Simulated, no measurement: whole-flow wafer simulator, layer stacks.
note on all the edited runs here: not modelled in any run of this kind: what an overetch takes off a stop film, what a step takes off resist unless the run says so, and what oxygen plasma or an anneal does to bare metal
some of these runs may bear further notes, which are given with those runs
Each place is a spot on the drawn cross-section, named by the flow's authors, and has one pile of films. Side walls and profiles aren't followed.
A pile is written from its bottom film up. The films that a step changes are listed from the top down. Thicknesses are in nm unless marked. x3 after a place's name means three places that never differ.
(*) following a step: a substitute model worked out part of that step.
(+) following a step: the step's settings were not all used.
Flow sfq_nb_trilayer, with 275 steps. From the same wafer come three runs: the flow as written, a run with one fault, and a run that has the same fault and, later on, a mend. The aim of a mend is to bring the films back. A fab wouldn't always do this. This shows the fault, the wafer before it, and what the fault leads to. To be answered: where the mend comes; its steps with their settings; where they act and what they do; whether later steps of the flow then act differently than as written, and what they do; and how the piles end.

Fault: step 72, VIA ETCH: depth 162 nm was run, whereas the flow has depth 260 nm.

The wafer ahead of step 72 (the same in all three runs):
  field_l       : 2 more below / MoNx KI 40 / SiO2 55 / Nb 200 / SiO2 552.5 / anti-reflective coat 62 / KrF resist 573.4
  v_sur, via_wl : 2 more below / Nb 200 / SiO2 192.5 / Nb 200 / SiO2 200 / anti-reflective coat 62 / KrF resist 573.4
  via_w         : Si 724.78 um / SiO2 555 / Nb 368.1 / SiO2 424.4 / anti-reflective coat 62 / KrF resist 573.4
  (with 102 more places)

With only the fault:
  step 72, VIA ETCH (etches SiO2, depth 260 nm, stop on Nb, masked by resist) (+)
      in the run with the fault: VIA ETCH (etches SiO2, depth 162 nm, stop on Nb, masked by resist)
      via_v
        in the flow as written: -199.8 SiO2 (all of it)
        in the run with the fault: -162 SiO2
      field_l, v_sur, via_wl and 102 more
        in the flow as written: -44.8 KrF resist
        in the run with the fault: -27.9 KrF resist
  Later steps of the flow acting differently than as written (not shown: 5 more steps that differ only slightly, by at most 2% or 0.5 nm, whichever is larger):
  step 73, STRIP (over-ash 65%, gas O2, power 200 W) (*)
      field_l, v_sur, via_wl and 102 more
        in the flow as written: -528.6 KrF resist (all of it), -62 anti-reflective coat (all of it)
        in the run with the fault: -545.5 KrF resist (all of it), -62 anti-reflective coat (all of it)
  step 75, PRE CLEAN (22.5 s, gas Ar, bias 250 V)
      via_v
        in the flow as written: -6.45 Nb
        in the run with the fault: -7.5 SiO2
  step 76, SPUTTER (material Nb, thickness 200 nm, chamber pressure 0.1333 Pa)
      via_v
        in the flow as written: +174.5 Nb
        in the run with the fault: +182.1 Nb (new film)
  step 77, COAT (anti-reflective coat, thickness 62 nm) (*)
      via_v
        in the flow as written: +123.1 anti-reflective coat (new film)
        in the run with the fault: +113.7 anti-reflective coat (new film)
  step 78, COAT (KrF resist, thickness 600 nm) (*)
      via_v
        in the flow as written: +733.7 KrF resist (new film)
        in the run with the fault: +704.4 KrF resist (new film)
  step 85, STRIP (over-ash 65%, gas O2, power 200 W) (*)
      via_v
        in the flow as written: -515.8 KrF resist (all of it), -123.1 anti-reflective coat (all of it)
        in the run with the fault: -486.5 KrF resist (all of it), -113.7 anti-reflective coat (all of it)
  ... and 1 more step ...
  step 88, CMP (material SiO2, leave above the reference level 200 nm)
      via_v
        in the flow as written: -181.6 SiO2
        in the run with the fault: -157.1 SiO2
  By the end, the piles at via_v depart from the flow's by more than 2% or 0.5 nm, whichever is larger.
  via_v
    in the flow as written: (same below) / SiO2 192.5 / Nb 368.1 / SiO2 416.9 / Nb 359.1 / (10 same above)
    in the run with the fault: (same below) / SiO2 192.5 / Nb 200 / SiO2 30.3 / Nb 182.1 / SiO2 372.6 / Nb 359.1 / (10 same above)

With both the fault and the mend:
  The mend follows step 73.
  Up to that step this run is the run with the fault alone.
  step 73a, COAT (anti-reflective coat, thickness 62 nm) (*) (a further turn of the flow's step 65)
      p4_fl x3, p4_w1 x9, p4_g1 x2 and 63 more
        +62 anti-reflective coat (new film)
      r_sur, res, r_end and 9 more
        +61.8 anti-reflective coat (new film)
      c5j, ce_r, sp_r, be_r
        +61.7 anti-reflective coat (new film)
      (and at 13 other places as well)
  step 73b, COAT (KrF resist, thickness 650 nm) (*) (a further turn of the flow's step 66)
      p4_fl x3, p4_w1 x9, p4_g1 x2 and 63 more
        +650 KrF resist (new film)
      moat, field_r, lsp_l, ln_m5, l0v
        +649.6 KrF resist (new film)
      lsp_m, ln_m6, lsp_r, l0_sur
        +649.7 KrF resist (new film)
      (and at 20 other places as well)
  step 73c, SOFTBAKE (KrF resist) (a further turn of the flow's step 67)
      does not change any film at any place that is followed
  step 73d, EXPOSE (photomask I1, dose 11.91 mJ/cm2, NA 0.6, wavelength 248 nm) (*) (a further turn of the flow's step 68)
      does not change any film at any place that is followed
  step 73e, PEB (KrF resist, 90 s) (a further turn of the flow's step 69)
      c5j, ce_r, sp_r and 90 more
        -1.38 KrF resist
      field_l, v_sur, via_wl and 8 more
        -1.37 KrF resist
      via_wr
        -1.36 KrF resist
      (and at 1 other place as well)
  step 73f, DEVELOP (KrF resist, thickness 650 nm, 60 s) (a further turn of the flow's step 70)
      field_l, v_sur, via_wl and 102 more
        -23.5 KrF resist
      via_v
        -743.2 KrF resist (all of it)
  step 73g, VIA ETCH (etches anti-reflective coat, depth 125 nm, masked by resist) (+) (a further turn of the flow's step 71)
      field_l, v_sur, via_wl and 102 more
        -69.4 KrF resist
      via_v
        -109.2 anti-reflective coat (all of it)
  step 73h, VIA ETCH (etches SiO2, depth 98 nm, stop on Nb, masked by resist) (+) (a further turn of the flow's step 72, with different settings)
      field_l, v_sur, via_wl and 102 more
        -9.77 KrF resist
      via_v
        -37.8 SiO2 (all of it)
  step 73i, STRIP (over-ash 65%, gas O2, power 200 W) (*) (a further turn of the flow's step 73)
      p4_fl x3, p4_w1 x9, p4_g1 x2 and 63 more
        -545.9 KrF resist (all of it), -62 anti-reflective coat (all of it)
      moat, field_r, lsp_l, ln_m5, l0v
        -545.5 KrF resist (all of it), -61.8 anti-reflective coat (all of it)
      lsp_m, ln_m6, lsp_r, l0_sur
        -545.6 KrF resist (all of it), -61.8 anti-reflective coat (all of it)
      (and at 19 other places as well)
  Later steps of the flow that are run all act as written at every place that is followed, up to a difference of at most 2% or 0.5 nm, whichever is larger.
  The piles end only slightly different from the flow's at the places that both follow, by no more than 2% or 0.5 nm, whichever is larger.
